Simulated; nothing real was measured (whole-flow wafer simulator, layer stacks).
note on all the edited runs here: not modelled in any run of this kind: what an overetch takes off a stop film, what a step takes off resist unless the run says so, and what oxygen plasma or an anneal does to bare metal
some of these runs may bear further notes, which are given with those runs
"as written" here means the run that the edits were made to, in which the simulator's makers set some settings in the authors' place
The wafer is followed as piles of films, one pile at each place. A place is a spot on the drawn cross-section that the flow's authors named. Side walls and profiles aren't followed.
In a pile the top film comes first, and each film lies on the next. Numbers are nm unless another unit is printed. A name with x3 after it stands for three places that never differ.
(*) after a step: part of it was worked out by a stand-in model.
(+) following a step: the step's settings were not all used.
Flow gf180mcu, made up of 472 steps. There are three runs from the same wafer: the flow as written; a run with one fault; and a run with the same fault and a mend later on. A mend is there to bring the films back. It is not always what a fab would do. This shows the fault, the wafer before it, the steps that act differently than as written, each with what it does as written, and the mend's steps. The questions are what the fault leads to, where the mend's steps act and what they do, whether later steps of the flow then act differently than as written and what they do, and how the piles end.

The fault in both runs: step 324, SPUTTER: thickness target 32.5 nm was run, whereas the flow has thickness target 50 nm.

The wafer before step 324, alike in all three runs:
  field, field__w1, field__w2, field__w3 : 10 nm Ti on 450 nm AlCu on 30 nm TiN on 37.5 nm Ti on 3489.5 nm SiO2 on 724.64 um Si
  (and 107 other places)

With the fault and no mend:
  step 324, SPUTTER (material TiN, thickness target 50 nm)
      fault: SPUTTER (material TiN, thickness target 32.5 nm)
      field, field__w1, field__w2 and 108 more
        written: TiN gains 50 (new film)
        fault: TiN gains 32.5 (new film)
  Later steps of the flow acting differently than as written (not shown: 4 more steps that differ only slightly, by at most 2% or 0.5 nm, whichever is larger):
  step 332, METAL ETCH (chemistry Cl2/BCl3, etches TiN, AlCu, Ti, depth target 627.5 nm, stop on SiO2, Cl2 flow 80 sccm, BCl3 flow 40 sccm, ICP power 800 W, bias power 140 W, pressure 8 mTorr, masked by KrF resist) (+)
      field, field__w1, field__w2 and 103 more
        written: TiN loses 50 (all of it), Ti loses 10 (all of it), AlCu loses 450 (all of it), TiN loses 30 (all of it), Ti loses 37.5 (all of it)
        fault: TiN loses 32.5 (all of it), Ti loses 10 (all of it), AlCu loses 450 (all of it), TiN loses 30 (all of it), Ti loses 37.5 (all of it)
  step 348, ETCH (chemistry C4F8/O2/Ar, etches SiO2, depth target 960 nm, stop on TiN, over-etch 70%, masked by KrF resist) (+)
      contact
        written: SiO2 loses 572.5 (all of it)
        fault: SiO2 loses 590 (all of it)
  At field__w8, contact, m1, m1__w1, m1_nw, the piles at the end differ from the flow's by more than 2% or 0.5 nm, whichever is larger.
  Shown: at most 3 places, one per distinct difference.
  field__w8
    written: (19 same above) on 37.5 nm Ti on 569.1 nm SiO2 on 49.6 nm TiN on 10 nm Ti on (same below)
    fault: (19 same above) on 37.5 nm Ti on 586.6 nm SiO2 on 32.1 nm TiN on 10 nm Ti on (same below)
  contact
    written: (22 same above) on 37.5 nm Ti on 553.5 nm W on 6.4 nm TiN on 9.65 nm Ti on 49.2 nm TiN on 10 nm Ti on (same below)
    fault: (22 same above) on 37.5 nm Ti on 571.2 nm W on 6.34 nm TiN on 9.55 nm Ti on 31.7 nm TiN on 10 nm Ti on (same below)

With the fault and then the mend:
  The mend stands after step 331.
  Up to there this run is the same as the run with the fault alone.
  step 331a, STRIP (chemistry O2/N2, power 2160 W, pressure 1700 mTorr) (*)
      field__w8, contact, m1, m1__w1, m1_nw
        KrF resist loses 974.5 (all of it)
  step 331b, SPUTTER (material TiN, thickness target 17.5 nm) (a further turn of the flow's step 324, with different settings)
      field, field__w1, field__w2 and 108 more
        TiN gains 17.5
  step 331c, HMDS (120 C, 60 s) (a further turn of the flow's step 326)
      alters no film at any place that is followed
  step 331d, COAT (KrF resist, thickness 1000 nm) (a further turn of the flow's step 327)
      field, field__w1, field__w2 and 108 more
        KrF resist gains 1000 (new film)
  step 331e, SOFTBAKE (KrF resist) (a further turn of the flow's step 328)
      alters no film at any place that is followed
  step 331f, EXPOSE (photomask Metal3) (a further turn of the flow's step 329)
      alters no film at any place that is followed
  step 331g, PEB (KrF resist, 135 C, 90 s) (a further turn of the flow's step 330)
      field, field__w1, field__w2 and 108 more
        KrF resist loses 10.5
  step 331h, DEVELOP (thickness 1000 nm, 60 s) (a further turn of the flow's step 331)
      field, field__w1, field__w2 and 103 more
        KrF resist loses 989.5 (all of it)
      field__w8, contact, m1, m1__w1, m1_nw
        KrF resist loses 14.9
  Every later step of the flow that is run acts as written at every place that is followed.
  By the end, the piles equal the flow's at every place that both follow.
